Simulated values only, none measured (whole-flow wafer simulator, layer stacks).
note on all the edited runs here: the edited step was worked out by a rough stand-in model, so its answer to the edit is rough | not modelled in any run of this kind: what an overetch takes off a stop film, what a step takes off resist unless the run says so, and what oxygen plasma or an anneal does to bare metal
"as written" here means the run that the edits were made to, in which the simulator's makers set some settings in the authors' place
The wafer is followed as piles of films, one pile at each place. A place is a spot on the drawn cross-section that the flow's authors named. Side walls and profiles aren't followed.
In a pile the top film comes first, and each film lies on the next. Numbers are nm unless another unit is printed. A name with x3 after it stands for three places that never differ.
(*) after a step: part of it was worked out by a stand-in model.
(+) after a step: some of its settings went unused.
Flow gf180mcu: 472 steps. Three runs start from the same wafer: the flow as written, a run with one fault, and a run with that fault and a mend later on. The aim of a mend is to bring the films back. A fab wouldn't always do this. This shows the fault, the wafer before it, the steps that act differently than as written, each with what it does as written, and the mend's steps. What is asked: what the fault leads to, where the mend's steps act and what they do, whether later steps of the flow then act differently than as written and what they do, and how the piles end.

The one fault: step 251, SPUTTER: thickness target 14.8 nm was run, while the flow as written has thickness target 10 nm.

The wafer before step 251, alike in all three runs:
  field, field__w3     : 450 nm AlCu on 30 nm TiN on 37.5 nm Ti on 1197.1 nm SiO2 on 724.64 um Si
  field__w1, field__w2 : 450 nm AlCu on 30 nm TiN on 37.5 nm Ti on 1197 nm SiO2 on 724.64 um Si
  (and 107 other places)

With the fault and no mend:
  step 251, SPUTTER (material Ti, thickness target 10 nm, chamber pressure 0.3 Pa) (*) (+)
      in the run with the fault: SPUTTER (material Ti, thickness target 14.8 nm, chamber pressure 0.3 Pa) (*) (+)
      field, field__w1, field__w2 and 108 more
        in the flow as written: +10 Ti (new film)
        in the run with the fault: +14.8 Ti (new film)
  Steps later in the flow that act otherwise than as written (not shown: 5 more steps that differ only slightly, by at most 2% or 0.5 nm, whichever is larger):
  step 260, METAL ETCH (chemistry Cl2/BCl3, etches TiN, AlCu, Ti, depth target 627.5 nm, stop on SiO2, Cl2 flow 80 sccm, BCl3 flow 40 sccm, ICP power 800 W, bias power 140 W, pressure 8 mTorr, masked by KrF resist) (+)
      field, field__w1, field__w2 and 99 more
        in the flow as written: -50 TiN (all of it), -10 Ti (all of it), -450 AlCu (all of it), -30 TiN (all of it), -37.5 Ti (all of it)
        in the run with the fault: -50 TiN (all of it), -14.8 Ti (all of it), -450 AlCu (all of it), -30 TiN (all of it), -37.5 Ti (all of it)
  The piles end different from the flow's at field__w8, contact, m1 and 6 more by more than 2% or 0.5 nm, whichever is larger.
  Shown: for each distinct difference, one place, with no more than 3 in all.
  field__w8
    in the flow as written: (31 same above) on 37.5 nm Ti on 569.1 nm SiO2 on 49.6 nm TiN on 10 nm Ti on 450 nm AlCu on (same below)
    in the run with the fault: (31 same above) on 37.5 nm Ti on 564.3 nm SiO2 on 49.6 nm TiN on 14.8 nm Ti on 450 nm AlCu on (same below)
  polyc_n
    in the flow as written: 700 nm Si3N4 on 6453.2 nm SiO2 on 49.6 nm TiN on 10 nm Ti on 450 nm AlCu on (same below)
    in the run with the fault: 700 nm Si3N4 on 6448.4 nm SiO2 on 49.6 nm TiN on 14.8 nm Ti on 450 nm AlCu on (same below)
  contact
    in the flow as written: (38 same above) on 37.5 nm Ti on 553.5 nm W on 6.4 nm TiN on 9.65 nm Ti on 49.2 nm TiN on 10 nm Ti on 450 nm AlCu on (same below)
    in the run with the fault: (38 same above) on 37.5 nm Ti on 548.7 nm W on 6.42 nm TiN on 9.68 nm Ti on 49.2 nm TiN on 14.8 nm Ti on 450 nm AlCu on (same below)

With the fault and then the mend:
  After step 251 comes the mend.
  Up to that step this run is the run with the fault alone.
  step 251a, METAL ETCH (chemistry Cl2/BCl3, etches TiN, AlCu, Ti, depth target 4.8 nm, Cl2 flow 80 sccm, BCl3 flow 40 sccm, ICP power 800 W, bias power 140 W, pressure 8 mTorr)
      field, field__w1, field__w2 and 108 more
        -4.8 Ti
  Every later step of the flow that is run acts as written at every place that is followed.
  The piles end the same as the flow's at every place that both follow.
